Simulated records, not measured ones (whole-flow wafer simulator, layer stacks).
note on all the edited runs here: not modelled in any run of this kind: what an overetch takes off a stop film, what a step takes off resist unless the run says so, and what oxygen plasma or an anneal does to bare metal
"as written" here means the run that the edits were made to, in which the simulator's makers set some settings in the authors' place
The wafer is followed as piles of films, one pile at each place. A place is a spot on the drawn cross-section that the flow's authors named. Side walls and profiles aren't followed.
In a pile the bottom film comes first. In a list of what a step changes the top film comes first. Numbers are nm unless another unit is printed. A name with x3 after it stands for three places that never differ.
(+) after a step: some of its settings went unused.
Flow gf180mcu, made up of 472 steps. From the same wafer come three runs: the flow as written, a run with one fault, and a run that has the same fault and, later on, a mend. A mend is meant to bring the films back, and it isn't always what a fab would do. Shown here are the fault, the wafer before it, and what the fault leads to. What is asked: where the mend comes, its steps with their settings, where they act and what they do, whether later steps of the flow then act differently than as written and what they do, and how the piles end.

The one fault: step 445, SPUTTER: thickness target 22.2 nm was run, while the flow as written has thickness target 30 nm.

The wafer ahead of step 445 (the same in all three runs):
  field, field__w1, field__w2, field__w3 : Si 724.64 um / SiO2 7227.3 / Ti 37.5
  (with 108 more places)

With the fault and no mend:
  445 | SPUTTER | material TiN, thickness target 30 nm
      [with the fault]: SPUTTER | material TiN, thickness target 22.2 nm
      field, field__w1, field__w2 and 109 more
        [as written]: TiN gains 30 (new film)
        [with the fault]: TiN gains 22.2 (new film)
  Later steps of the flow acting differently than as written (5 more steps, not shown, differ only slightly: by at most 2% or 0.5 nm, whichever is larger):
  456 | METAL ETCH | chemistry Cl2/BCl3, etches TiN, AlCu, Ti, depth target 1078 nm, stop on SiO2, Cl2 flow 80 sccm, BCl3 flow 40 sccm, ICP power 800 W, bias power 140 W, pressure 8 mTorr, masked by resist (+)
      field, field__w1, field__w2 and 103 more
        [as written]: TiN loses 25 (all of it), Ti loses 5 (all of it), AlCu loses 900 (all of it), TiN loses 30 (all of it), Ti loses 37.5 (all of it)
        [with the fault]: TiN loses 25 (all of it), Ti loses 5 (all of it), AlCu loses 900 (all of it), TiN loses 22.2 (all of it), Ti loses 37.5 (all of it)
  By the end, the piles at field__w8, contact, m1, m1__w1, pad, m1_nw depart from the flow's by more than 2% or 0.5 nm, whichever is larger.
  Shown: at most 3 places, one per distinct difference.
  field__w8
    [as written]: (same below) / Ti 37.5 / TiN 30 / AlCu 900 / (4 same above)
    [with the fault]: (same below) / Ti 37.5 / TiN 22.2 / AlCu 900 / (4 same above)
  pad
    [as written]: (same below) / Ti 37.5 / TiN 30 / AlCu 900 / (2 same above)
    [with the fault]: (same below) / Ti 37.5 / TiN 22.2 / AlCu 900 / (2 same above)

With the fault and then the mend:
  After step 445 comes the mend.
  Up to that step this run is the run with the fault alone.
  445a | SPUTTER | material TiN, thickness target 7.8 nm (the flow's step 445 again, with other settings)
      field, field__w1, field__w2 and 109 more
        TiN gains 7.8
  Later steps of the flow that are run all act as written at every place that is followed.
  At every place that both follow, the piles at the end match the flow's.
